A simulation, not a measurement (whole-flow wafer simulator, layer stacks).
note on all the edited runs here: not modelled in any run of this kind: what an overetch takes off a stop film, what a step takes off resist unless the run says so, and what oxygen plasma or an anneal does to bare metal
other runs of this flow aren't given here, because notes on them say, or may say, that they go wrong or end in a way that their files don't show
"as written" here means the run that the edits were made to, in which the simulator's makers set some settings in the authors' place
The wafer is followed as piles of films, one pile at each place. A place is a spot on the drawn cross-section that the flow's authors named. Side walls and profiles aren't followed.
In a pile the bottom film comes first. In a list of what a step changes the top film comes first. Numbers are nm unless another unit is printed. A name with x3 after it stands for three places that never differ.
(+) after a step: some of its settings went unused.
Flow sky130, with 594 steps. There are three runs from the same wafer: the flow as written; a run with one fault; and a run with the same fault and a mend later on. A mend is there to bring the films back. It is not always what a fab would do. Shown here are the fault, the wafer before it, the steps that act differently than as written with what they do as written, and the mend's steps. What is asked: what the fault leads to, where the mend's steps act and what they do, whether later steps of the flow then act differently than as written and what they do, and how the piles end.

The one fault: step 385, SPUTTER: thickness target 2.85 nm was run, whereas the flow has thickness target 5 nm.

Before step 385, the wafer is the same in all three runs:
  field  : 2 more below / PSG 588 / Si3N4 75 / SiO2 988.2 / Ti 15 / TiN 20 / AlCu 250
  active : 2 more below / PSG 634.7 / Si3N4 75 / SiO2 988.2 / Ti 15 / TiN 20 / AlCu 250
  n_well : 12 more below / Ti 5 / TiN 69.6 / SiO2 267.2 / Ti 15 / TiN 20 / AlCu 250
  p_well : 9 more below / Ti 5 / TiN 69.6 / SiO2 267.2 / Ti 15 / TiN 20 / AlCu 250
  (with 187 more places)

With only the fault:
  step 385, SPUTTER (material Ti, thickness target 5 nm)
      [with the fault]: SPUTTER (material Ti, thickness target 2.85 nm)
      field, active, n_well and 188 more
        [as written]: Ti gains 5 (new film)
        [with the fault]: Ti gains 2.85 (new film)
  Later steps of the flow acting differently than as written (13 more steps, not shown, differ only slightly: by at most 2% or 0.5 nm, whichever is larger):
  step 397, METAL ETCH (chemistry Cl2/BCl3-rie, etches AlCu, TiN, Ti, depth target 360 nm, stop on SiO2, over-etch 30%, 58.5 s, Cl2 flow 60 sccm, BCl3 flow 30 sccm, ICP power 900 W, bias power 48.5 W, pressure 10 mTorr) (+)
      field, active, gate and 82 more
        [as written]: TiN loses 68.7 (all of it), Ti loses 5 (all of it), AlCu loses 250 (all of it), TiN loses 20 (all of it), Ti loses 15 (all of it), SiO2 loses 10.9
        [with the fault]: TiN loses 68.7 (all of it), Ti loses 2.85 (all of it), AlCu loses 250 (all of it), TiN loses 20 (all of it), Ti loses 15 (all of it), SiO2 loses 11.1
  At n_well, p_well, gate_hv and 103 more, the piles at the end differ from the flow's by more than 2% or 0.5 nm, whichever is larger.
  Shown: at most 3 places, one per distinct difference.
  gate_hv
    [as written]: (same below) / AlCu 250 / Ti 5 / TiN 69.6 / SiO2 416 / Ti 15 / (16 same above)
    [with the fault]: (same below) / AlCu 250 / Ti 2.85 / TiN 69.6 / SiO2 418.2 / Ti 15 / (16 same above)
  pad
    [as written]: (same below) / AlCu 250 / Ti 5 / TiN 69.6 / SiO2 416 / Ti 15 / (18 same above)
    [with the fault]: (same below) / AlCu 250 / Ti 2.85 / TiN 69.6 / SiO2 418.2 / Ti 15 / (18 same above)
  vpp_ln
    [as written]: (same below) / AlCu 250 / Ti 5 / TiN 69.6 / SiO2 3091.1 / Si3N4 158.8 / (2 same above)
    [with the fault]: (same below) / AlCu 250 / Ti 2.85 / TiN 69.6 / SiO2 3093.3 / Si3N4 158.8 / (2 same above)

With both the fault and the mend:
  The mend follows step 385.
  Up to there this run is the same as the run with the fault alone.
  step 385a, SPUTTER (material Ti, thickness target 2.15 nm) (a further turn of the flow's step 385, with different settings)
      field, active, n_well and 188 more
        Ti gains 2.15
  None of the later steps of the flow acts differently than as written at any place that is followed.
  By the end, the piles equal the flow's at every place that both follow.
